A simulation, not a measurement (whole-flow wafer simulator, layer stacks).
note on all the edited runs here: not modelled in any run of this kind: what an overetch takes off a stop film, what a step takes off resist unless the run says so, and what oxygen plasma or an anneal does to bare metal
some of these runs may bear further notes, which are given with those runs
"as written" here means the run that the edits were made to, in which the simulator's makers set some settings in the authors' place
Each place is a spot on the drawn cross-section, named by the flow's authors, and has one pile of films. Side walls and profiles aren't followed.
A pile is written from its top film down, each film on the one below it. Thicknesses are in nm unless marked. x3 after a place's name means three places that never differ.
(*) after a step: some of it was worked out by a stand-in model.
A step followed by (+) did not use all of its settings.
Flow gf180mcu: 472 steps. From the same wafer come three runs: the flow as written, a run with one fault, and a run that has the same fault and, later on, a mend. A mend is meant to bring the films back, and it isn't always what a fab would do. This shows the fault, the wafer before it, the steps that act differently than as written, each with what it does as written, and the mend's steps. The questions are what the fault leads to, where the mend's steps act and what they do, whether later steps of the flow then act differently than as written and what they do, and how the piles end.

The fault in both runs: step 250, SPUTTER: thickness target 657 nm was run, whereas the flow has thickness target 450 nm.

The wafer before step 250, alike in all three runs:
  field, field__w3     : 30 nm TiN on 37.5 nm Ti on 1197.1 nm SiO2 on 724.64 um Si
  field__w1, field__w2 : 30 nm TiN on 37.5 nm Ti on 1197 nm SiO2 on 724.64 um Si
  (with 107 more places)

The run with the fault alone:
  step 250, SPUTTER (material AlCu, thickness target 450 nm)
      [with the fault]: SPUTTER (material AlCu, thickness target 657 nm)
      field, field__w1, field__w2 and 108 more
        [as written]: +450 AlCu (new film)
        [with the fault]: +657 AlCu (new film)
  Steps further on in the flow that do not act as written:
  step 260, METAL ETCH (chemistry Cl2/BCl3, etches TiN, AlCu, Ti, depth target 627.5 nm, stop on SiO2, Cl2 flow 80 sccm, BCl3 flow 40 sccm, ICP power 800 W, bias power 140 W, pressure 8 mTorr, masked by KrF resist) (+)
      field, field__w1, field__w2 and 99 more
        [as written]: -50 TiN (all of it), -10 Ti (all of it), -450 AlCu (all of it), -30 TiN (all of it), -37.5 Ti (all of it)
        [with the fault]: -50 TiN (all of it), -10 Ti (all of it), -567.5 AlCu
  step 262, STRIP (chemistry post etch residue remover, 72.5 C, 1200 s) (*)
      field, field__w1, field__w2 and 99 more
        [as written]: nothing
        [with the fault]: -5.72 AlCu
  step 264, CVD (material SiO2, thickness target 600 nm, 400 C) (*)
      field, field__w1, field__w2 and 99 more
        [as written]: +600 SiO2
        [with the fault]: +600 SiO2 (new film)
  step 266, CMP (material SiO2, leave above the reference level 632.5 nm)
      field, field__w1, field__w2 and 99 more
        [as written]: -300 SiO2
        [with the fault]: -244.3 SiO2
  The piles end different from the flow's at field, field__w1, field__w2 and 109 more by more than 2% or 0.5 nm, whichever is larger.
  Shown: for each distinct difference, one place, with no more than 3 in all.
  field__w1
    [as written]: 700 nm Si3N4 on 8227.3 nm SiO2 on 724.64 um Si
    [with the fault]: 700 nm Si3N4 on 7086 nm SiO2 on 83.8 nm AlCu on 30 nm TiN on 37.5 nm Ti on 1197 nm SiO2 on 724.64 um Si
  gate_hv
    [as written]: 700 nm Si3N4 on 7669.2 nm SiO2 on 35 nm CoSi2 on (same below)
    [with the fault]: 700 nm Si3N4 on 7086 nm SiO2 on 83.8 nm AlCu on 30 nm TiN on 37.5 nm Ti on 638.9 nm SiO2 on 35 nm CoSi2 on (same below)
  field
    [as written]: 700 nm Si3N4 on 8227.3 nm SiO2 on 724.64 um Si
    [with the fault]: 700 nm Si3N4 on 7086 nm SiO2 on 83.8 nm AlCu on 30 nm TiN on 37.5 nm Ti on 1197.1 nm SiO2 on 724.64 um Si

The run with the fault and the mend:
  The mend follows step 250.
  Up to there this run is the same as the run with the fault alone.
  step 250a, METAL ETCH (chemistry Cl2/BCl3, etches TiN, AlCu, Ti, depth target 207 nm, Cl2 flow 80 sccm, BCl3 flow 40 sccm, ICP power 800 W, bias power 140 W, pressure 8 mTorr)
      field, field__w1, field__w2 and 108 more
        -207 AlCu
  Every later step of the flow that is run acts as written at every place that is followed.
  At every place that both follow, the piles at the end match the flow's.
